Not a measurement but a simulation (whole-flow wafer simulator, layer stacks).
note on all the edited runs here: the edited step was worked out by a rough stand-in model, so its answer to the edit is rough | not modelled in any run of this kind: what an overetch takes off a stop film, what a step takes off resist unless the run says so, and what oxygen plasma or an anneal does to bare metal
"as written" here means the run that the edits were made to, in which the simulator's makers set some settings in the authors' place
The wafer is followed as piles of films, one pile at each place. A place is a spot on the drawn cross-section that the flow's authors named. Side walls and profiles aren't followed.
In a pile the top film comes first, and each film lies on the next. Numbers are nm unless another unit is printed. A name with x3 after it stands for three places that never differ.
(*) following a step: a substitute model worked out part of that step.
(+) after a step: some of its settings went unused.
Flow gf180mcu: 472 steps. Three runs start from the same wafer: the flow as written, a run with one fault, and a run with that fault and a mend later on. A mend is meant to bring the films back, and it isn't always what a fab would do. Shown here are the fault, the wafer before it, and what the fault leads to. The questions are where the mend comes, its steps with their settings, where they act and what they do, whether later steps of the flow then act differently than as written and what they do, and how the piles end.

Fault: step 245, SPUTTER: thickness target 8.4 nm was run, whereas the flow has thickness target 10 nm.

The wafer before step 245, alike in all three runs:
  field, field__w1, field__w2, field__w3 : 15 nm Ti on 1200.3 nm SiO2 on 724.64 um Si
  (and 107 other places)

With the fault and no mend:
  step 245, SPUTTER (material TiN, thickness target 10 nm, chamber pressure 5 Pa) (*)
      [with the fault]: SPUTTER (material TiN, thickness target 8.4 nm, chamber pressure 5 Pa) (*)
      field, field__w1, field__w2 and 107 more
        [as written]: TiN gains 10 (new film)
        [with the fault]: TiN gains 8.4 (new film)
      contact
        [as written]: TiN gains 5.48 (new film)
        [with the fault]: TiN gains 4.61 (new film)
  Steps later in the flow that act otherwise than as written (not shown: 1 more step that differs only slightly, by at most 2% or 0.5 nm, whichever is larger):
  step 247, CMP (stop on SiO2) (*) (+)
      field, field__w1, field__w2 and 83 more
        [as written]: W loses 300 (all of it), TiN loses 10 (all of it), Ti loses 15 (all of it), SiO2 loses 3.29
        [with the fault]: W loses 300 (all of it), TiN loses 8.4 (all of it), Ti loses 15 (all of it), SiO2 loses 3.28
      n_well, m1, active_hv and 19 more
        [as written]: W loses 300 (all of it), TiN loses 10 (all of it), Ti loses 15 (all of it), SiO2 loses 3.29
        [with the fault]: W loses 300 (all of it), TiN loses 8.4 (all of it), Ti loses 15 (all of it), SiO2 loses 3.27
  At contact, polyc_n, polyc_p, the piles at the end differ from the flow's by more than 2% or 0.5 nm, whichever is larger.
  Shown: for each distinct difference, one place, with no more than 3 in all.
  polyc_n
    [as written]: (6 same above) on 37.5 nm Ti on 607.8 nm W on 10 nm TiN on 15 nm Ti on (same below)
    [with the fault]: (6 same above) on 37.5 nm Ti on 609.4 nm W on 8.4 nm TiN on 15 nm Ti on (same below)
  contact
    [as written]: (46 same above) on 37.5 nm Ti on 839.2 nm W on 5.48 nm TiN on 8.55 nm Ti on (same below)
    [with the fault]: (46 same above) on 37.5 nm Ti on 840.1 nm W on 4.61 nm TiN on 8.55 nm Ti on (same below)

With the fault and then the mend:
  After step 245 comes the mend.
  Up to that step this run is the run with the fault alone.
  step 245a, SPUTTER (material TiN, thickness target 1.6 nm, chamber pressure 5 Pa) (*) (a further turn of the flow's step 245, with different settings)
      field, field__w1, field__w2 and 107 more
        TiN gains 1.6
      contact
        TiN gains 0.88
  Later steps of the flow that are run all act as written at every place that is followed.
  The piles end the same as the flow's at every place that both follow.
